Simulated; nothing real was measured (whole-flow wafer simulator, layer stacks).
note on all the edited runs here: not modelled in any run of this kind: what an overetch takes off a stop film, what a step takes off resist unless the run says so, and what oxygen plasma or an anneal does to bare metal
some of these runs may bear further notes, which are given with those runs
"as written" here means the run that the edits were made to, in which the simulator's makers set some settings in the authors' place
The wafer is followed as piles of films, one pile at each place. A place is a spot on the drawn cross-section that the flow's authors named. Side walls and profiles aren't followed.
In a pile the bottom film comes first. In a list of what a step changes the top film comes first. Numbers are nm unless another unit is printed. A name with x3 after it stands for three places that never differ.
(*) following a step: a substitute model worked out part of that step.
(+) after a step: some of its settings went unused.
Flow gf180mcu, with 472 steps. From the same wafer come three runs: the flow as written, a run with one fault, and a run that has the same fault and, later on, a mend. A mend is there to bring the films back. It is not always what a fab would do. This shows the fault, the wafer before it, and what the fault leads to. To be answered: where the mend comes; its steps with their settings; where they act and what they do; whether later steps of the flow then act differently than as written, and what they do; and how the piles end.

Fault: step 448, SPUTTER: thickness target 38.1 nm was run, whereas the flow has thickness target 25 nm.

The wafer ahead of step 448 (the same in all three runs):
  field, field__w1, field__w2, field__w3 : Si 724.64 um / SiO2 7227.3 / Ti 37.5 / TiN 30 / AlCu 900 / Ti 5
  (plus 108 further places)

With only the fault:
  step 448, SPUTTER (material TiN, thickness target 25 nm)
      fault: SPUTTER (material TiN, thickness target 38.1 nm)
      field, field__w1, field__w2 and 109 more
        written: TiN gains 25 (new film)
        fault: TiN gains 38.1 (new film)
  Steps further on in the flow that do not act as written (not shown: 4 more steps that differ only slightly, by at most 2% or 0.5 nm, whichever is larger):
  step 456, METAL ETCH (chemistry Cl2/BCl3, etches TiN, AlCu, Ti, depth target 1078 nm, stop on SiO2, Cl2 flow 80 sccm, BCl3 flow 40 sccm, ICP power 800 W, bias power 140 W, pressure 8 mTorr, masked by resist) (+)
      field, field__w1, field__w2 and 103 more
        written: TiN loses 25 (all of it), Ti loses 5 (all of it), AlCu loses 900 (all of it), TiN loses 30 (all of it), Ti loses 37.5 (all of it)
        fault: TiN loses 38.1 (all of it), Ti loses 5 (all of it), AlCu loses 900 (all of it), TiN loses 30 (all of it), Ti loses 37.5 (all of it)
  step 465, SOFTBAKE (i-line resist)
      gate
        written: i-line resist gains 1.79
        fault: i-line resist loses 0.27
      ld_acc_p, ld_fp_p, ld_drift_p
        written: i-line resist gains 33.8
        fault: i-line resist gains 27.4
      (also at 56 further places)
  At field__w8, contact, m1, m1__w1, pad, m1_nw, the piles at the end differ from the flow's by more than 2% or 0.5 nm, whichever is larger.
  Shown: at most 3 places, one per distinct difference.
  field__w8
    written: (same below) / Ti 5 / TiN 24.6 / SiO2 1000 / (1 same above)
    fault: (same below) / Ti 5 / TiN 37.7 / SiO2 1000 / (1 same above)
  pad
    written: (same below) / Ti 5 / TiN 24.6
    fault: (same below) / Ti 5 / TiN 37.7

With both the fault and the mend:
  The mend stands after step 455.
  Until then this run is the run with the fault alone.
  step 455a, STRIP (chemistry O2/N2, power 2160 W, pressure 1700 mTorr) (*)
      field__w8, contact, m1, m1__w1, pad, m1_nw
        resist loses 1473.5 (all of it)
  step 455b, METAL ETCH (chemistry Cl2/BCl3, etches TiN, AlCu, Ti, depth target 13.1 nm, Cl2 flow 80 sccm, BCl3 flow 40 sccm, ICP power 800 W, bias power 140 W, pressure 8 mTorr) (the flow's step 260, run once more with other settings)
      field, field__w1, field__w2 and 109 more
        TiN loses 13.1
  step 455c, HMDS (120 C, 60 s) (the flow's step 450, run once more)
      leaves every film unchanged at each place that is followed
  step 455d, COAT (resist, thickness 1500 nm) (the flow's step 451, run once more)
      field, field__w1, field__w2 and 109 more
        resist gains 1500 (new film)
  step 455e, SOFTBAKE (resist) (the flow's step 452, run once more)
      leaves every film unchanged at each place that is followed
  step 455f, EXPOSE (photomask MetalTop) (the flow's step 453, run once more)
      leaves every film unchanged at each place that is followed
  step 455g, PEB (resist, 70.3 s) (the flow's step 454, run once more)
      field, field__w1, field__w2 and 109 more
        resist loses 26.5
  step 455h, DEVELOP (thickness 1500 nm, 60 s) (the flow's step 455, run once more)
      field, field__w1, field__w2 and 103 more
        resist loses 1473.5 (all of it)
  None of the later steps of the flow acts differently than as written at any place that is followed.
  At every place that both follow, the piles at the end match the flow's.
